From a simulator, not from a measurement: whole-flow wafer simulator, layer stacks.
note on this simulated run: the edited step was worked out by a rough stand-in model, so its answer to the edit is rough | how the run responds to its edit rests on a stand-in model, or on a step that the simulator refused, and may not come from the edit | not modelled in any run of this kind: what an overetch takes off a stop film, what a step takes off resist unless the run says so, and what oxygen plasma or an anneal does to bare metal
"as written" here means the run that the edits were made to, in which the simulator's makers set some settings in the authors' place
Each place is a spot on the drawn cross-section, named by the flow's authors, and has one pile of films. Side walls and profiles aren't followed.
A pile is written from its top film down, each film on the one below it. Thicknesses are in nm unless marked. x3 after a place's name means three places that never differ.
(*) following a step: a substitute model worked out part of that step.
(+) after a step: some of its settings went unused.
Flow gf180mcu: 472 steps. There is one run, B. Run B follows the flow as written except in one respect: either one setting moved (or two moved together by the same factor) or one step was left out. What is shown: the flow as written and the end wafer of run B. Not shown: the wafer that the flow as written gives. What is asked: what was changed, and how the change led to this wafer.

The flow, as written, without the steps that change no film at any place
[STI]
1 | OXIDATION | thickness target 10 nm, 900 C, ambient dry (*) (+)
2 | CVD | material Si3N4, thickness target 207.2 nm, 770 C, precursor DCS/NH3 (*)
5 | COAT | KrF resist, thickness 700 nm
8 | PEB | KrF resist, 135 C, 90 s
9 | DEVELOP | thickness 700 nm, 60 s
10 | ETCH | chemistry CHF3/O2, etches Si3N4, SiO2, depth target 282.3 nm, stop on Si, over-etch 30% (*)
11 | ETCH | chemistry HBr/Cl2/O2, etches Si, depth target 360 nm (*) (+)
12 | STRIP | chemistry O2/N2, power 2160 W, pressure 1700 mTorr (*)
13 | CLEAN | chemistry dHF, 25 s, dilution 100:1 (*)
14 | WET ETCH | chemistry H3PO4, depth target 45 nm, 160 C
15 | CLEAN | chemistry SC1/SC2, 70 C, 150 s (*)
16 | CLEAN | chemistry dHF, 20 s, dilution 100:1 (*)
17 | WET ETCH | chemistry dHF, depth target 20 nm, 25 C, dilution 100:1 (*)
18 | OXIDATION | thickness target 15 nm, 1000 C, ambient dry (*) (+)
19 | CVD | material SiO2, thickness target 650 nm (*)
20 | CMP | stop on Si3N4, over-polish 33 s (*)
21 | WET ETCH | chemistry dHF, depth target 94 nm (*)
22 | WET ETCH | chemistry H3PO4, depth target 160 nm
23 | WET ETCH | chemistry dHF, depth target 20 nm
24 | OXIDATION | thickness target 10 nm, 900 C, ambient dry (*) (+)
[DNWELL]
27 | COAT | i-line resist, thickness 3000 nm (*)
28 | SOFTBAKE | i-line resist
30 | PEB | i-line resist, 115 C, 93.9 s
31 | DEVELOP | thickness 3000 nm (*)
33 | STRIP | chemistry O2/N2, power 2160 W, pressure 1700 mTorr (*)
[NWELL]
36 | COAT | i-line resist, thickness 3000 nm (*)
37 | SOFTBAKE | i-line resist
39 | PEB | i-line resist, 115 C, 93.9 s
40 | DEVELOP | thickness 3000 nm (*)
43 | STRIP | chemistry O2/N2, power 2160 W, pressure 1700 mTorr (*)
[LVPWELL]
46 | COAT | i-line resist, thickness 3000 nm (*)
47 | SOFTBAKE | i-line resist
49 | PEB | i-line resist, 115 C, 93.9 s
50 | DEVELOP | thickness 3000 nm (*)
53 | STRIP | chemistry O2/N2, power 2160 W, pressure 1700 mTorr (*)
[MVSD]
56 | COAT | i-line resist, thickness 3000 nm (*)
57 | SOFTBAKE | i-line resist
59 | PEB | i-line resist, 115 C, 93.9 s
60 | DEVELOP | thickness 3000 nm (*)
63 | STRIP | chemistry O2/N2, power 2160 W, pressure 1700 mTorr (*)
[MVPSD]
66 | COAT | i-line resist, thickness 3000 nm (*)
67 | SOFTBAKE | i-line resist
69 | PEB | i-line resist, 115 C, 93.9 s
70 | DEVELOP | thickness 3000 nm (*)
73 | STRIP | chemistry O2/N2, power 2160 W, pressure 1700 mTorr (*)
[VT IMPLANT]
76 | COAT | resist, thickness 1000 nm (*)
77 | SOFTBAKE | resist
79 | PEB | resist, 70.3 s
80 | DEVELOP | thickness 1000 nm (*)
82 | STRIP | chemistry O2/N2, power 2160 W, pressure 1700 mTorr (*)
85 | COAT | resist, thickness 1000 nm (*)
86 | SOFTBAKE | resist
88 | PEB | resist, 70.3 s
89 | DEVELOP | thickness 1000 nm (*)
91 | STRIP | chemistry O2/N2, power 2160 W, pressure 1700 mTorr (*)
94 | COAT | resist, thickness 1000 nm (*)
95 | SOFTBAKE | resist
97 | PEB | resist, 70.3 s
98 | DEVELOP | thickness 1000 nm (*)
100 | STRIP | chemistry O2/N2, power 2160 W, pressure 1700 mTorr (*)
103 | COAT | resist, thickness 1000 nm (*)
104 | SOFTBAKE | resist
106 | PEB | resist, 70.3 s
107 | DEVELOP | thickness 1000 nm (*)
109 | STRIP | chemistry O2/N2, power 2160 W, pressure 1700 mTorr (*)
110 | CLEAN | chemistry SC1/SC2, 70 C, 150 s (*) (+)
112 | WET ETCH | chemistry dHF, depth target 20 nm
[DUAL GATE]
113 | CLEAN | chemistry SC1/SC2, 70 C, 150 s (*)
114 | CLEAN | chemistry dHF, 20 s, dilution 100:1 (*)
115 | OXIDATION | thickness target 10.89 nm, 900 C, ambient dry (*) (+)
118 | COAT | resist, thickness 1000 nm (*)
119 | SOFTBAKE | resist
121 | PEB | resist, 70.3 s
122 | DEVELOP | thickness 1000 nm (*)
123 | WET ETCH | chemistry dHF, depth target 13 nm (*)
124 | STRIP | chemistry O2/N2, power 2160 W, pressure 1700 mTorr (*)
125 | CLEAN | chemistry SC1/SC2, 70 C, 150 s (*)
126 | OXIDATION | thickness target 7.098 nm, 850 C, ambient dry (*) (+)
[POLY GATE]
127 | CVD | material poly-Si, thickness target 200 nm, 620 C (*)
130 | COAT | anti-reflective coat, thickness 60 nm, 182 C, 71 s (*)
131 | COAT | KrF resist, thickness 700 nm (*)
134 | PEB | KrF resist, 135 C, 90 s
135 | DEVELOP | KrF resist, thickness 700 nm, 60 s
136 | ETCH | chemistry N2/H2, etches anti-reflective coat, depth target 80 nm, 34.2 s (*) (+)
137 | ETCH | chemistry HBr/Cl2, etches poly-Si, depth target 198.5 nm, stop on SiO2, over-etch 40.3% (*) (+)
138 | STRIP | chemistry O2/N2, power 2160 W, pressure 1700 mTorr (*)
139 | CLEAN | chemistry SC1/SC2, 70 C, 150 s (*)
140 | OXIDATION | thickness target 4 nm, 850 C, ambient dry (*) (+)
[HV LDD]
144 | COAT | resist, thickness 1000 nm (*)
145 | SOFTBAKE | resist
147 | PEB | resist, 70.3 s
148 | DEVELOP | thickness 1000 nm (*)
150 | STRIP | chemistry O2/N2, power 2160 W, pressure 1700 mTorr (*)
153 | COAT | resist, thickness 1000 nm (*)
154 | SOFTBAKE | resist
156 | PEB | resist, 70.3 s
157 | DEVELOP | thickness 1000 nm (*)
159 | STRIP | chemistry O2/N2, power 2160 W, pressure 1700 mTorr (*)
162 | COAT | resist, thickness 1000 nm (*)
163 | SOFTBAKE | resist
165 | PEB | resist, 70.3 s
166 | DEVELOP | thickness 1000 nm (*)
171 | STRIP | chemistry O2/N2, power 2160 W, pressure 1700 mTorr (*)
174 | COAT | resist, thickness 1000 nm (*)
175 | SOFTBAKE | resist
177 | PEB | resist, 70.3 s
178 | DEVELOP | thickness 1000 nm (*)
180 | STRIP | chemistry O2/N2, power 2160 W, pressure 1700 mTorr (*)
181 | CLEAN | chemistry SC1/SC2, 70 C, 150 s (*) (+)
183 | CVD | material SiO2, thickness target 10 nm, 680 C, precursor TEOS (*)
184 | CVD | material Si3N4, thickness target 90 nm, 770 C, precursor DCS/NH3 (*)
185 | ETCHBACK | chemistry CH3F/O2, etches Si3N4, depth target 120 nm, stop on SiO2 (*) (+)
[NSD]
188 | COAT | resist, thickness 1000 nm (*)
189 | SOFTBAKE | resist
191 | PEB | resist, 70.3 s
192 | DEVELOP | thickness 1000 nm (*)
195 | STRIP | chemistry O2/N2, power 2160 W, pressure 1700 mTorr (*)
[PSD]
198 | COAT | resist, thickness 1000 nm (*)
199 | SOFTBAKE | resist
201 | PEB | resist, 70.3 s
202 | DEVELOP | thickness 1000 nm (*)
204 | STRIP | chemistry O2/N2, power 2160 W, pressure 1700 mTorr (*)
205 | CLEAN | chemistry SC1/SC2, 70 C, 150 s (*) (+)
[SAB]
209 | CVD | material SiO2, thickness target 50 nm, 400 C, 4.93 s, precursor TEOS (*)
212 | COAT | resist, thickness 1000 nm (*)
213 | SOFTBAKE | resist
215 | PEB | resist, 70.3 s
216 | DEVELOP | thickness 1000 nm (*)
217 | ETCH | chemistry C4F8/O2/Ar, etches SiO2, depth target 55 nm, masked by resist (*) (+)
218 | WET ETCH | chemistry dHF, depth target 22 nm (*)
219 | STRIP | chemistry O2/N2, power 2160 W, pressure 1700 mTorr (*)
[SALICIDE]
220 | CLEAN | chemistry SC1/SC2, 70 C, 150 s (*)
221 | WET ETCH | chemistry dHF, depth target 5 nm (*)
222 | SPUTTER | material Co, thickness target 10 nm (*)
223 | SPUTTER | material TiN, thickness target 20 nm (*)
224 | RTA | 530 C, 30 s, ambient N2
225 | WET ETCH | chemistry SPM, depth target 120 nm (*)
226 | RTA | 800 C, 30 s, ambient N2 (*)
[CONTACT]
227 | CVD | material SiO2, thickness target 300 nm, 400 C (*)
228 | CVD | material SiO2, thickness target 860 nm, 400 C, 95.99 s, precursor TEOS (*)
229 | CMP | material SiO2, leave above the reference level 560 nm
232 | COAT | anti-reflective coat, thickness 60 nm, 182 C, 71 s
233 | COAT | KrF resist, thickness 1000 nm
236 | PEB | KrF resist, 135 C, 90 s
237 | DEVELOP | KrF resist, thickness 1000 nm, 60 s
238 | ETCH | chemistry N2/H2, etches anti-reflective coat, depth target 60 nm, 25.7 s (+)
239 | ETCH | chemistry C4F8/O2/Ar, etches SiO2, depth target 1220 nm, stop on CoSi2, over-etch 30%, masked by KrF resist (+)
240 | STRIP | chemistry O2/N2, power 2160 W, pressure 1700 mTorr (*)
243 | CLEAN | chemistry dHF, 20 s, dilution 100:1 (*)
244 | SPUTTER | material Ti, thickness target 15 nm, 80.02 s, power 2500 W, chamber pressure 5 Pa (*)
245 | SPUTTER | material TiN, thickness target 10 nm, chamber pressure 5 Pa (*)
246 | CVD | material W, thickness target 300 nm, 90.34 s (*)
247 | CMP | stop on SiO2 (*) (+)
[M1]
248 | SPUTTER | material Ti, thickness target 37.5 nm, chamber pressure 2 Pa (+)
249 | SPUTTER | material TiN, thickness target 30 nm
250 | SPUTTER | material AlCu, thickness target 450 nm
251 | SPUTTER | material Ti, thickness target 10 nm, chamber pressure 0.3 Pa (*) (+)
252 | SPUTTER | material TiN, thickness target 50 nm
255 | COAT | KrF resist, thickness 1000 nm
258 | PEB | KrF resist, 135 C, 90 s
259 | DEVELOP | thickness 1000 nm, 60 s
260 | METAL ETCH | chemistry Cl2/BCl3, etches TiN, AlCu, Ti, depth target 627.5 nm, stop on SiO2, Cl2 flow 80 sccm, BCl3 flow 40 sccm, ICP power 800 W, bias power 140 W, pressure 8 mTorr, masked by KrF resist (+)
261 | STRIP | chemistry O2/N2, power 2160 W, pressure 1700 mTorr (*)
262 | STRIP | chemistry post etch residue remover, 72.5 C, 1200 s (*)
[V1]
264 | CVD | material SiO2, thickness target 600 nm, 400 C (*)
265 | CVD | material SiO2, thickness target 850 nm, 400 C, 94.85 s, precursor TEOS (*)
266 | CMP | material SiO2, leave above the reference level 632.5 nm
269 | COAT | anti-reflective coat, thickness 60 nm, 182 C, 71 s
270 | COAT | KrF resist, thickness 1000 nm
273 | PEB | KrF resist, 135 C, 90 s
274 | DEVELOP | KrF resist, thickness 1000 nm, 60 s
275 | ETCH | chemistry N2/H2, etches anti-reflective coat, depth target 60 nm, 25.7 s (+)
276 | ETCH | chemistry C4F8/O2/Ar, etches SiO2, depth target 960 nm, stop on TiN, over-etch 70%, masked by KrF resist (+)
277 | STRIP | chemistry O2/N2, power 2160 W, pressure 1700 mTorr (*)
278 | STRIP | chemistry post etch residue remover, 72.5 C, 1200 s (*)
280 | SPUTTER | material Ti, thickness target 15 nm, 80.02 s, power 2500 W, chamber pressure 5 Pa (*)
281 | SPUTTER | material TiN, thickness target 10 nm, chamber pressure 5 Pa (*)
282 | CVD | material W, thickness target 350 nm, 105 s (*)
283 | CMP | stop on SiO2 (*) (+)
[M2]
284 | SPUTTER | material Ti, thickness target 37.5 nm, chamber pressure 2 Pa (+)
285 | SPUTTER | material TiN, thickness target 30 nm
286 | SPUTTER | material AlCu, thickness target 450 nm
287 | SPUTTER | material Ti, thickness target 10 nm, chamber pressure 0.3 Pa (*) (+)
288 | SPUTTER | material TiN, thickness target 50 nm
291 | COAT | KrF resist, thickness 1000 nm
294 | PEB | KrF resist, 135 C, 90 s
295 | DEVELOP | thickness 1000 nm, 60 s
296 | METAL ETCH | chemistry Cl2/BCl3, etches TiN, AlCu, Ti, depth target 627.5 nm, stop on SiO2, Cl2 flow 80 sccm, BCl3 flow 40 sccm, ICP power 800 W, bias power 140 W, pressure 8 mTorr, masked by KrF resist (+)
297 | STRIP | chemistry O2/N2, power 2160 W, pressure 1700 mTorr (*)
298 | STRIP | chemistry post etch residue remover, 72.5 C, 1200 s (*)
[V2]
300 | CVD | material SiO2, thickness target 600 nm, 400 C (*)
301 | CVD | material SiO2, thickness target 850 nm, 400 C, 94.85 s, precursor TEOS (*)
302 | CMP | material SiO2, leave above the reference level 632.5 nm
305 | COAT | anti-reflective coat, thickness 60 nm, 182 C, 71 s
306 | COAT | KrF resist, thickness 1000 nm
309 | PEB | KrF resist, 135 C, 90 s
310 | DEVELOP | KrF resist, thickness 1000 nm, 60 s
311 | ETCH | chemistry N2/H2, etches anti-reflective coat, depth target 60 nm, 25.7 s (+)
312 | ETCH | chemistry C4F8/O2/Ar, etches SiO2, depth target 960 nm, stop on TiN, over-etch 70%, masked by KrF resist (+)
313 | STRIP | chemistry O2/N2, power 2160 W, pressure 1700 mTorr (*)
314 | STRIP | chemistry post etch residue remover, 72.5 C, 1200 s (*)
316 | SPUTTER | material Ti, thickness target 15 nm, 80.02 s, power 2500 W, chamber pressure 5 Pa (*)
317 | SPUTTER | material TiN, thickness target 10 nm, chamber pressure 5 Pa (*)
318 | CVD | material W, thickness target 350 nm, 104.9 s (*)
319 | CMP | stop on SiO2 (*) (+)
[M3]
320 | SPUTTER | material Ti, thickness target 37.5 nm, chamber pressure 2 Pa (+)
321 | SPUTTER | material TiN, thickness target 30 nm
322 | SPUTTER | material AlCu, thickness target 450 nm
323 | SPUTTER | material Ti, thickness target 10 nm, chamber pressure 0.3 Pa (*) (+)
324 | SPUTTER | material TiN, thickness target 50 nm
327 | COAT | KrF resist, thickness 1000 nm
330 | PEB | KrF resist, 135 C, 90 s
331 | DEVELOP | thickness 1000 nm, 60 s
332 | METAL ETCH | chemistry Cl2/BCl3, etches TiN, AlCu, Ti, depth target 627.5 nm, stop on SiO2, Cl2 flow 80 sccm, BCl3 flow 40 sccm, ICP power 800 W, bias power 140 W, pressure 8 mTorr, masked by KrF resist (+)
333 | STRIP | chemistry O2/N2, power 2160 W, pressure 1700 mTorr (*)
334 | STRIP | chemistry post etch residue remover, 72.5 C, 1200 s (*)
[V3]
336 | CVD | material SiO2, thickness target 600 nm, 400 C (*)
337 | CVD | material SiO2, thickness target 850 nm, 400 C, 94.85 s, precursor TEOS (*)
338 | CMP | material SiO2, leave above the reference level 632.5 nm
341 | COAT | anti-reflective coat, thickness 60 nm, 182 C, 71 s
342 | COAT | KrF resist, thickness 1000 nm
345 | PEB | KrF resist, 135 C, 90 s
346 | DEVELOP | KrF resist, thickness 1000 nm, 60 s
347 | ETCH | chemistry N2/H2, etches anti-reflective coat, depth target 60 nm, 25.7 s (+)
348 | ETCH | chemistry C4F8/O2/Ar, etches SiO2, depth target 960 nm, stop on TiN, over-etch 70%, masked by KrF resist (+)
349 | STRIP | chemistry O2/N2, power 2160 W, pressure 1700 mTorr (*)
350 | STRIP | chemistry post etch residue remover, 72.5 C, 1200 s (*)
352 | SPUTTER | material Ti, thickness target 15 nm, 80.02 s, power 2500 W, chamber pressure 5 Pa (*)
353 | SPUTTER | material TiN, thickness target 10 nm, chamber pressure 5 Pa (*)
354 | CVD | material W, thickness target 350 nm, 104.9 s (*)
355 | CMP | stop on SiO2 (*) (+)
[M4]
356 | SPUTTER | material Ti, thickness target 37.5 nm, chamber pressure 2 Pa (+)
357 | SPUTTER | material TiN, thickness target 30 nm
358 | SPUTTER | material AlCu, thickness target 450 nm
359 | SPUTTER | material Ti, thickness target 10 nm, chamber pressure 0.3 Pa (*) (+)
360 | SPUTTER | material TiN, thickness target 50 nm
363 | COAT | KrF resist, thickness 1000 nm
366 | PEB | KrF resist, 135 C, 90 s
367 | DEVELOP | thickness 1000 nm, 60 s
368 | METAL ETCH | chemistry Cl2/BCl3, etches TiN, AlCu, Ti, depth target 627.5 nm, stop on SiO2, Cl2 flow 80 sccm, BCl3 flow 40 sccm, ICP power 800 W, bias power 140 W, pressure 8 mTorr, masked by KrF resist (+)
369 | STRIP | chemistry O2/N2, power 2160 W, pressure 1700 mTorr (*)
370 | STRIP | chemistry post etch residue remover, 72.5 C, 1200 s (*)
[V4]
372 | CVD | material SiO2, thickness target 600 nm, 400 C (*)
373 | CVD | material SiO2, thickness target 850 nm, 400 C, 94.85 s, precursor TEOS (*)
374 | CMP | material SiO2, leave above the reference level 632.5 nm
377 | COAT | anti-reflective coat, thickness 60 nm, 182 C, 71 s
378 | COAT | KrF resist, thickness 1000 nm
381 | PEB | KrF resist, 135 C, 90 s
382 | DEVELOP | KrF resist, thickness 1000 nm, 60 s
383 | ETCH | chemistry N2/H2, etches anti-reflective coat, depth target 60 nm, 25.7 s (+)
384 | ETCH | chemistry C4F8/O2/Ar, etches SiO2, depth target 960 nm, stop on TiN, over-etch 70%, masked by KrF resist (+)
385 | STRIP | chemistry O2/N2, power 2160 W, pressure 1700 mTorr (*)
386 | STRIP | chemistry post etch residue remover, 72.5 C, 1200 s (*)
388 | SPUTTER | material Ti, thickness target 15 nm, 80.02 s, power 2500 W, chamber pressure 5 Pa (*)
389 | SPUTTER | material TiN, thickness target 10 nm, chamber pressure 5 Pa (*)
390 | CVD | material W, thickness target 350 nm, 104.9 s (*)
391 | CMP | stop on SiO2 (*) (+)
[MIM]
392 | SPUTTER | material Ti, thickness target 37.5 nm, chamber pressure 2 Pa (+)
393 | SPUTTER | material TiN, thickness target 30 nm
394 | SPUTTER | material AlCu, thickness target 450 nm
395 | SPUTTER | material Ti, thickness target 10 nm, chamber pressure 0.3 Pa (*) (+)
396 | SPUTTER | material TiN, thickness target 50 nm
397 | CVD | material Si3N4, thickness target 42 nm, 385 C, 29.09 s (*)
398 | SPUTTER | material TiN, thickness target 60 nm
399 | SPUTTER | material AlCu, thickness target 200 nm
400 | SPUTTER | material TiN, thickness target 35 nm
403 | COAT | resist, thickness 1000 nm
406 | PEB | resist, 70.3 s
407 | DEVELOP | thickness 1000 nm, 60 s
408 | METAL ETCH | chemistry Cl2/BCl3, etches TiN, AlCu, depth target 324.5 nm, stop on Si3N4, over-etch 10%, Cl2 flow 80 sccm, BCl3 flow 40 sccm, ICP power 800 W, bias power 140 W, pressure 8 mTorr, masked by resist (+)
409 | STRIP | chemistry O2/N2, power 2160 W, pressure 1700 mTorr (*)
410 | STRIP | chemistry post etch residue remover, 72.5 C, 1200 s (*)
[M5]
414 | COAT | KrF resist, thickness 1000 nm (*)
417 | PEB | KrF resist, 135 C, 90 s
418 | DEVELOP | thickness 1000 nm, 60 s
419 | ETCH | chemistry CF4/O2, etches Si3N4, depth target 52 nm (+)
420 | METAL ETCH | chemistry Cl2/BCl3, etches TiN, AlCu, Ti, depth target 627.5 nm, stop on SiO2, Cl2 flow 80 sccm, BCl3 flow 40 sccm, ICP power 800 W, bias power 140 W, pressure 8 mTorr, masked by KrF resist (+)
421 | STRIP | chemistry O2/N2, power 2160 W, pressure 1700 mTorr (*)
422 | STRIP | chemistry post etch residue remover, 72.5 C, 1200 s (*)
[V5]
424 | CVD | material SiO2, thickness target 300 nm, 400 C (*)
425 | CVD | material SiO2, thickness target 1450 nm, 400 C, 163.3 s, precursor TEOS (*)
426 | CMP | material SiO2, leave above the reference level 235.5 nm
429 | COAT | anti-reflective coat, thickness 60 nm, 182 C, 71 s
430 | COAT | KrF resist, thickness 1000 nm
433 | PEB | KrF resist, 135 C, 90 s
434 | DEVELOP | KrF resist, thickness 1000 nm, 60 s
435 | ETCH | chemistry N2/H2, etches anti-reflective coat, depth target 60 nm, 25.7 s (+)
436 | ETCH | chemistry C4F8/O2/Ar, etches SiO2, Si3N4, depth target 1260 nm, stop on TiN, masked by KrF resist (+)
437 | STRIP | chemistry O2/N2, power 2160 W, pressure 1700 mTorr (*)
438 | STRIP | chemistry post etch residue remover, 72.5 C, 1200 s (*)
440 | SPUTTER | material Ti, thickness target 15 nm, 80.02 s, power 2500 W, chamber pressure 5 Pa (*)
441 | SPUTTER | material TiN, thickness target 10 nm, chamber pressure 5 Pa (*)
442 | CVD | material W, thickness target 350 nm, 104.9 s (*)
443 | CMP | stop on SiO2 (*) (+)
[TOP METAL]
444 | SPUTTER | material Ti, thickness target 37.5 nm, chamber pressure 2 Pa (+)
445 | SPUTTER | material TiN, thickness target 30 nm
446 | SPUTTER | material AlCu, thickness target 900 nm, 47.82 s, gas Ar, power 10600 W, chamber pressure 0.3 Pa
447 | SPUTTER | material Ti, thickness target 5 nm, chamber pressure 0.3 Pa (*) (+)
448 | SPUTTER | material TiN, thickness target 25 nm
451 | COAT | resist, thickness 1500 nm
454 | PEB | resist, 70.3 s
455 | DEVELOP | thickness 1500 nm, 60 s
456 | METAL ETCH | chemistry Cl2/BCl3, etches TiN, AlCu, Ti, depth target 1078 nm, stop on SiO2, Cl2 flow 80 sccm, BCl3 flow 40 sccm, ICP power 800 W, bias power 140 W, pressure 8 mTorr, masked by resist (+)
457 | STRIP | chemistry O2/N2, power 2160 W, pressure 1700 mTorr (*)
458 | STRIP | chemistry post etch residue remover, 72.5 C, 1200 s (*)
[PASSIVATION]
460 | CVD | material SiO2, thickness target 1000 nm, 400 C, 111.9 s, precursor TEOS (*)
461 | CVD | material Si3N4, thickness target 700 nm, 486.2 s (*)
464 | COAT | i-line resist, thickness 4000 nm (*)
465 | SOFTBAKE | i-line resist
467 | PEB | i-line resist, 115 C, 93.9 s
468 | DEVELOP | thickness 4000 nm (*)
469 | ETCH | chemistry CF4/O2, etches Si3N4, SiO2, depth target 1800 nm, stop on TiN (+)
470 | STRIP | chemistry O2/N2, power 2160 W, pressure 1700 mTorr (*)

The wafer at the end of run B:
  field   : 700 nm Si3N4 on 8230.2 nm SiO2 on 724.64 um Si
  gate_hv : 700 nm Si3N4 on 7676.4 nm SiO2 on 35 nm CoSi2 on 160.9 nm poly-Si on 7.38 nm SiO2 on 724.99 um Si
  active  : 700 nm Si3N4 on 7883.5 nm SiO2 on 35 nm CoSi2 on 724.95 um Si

Cause: step 115, OXIDATION: 765 C was run, though the flow has 900 C.

Step by step, how the change led to this:
  115 | OXIDATION | thickness target 10.89 nm, 900 C, ambient dry (*) (+)
      sti, mim_1p0, pad and 19 more: nothing (in the flow as written it would be: +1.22 SiO2, -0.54 Si)
      field, field__w1, field__w2 and 6 more: +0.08 SiO2 (in the flow as written it would be: +1.25 SiO2, -0.55 Si)
      (and at 61 other places as well)
  123 | WET ETCH | chemistry dHF, depth target 13 nm (*)
      active, n_well, p_well and 12 more: -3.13 SiO2 (all of it) (in the flow as written it would be: -10.9 SiO2 (all of it))
  126 | OXIDATION | thickness target 7.098 nm, 850 C, ambient dry (*) (+)
      gate_hv, active_hv, active_nat and 25 more: +4.59 SiO2, -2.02 Si (in the flow as written it would be: +3.72 SiO2, -1.64 Si)
  130 | COAT | anti-reflective coat, thickness 60 nm, 182 C, 71 s (*)
      p_well, spacer, sd_n: +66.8 anti-reflective coat (new film) (in the flow as written it would be: +70.9 anti-reflective coat (new film))
      ldn_fp, ldp_fp: +46.9 anti-reflective coat (new film) (in the flow as written it would be: +48.5 anti-reflective coat (new film))
      (and at 36 other places as well)
  136 | ETCH | chemistry N2/H2, etches anti-reflective coat, depth target 80 nm, 34.2 s (*) (+)
      p_well, spacer, sd_n: -66.8 anti-reflective coat (all of it), -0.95 poly-Si (in the flow as written it would be: -70.9 anti-reflective coat (all of it), -0.85 poly-Si)
      field__w2: -49.2 anti-reflective coat (all of it), -1.4 poly-Si (in the flow as written it would be: -50.3 anti-reflective coat (all of it), -1.38 poly-Si)
      (and at 29 other places as well)
  138 | STRIP | chemistry O2/N2, power 2160 W, pressure 1700 mTorr (*)
      gate: +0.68 chemical SiO2 (new film), -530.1 KrF resist (all of it), -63 anti-reflective coat (all of it), -0.3 poly-Si (in the flow as written it would be: +0.68 chemical SiO2 (new film), -531.7 KrF resist (all of it), -65.5 anti-reflective coat (all of it), -0.3 poly-Si)
      gate_p: +0.68 chemical SiO2 (new film), -529.2 KrF resist (all of it), -63.9 anti-reflective coat (all of it), -0.3 poly-Si (in the flow as written it would be: +0.68 chemical SiO2 (new film), -530.6 KrF resist (all of it), -65.9 anti-reflective coat (all of it), -0.3 poly-Si)
      (and at 6 other places as well)
  145 | SOFTBAKE | resist
      nw_enc_fld_lv__w3: -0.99 resist (in the flow as written it would be: +2.63 resist)
      active_nat: +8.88 resist (in the flow as written it would be: +4.68 resist)
  154 | SOFTBAKE | resist
      nw_enc_fld_lv__w3: -0.99 resist (in the flow as written it would be: +2.63 resist)
      active_nat: +8.88 resist (in the flow as written it would be: +4.68 resist)
  163 | SOFTBAKE | resist
      nw_enc_fld_lv__w3: -0.99 resist (in the flow as written it would be: +2.63 resist)
      active_nat: +8.88 resist (in the flow as written it would be: +4.68 resist)
  175 | SOFTBAKE | resist
      nw_enc_fld_lv__w3: -0.99 resist (in the flow as written it would be: +2.63 resist)
      active_nat: +8.88 resist (in the flow as written it would be: +4.68 resist)
  189 | SOFTBAKE | resist
      active_hv: -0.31 resist (in the flow as written it would be: +2.68 resist)
  199 | SOFTBAKE | resist
      active_hv: -0.31 resist (in the flow as written it would be: +2.68 resist)
  218 | WET ETCH | chemistry dHF, depth target 22 nm (*)
      ldn_tap, ldn_src, ldn_drn, ldp_tap, ldp_src, ldp_drn, ldp_gr: -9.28 SiO2 (all of it) (in the flow as written it would be: -16 SiO2 (all of it))
      ld_drn_n, ld_sd_p: -8.1 SiO2 (all of it) (in the flow as written it would be: -14.8 SiO2 (all of it))
      (and at 5 other places as well)
  223 | SPUTTER | material TiN, thickness target 20 nm (*)
      field__w12: +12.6 TiN (new film) (in the flow as written it would be: +12 TiN (new film))
      ld_sd_n: +16.1 TiN (new film) (in the flow as written it would be: +15.5 TiN (new film))
  225 | WET ETCH | chemistry SPM, depth target 120 nm (*)
      field__w12: -12.6 TiN (all of it), -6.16 Co (all of it) (in the flow as written it would be: -12 TiN (all of it), -6.15 Co (all of it))
      ld_sd_n: -16.1 TiN (all of it) (in the flow as written it would be: -15.5 TiN (all of it))
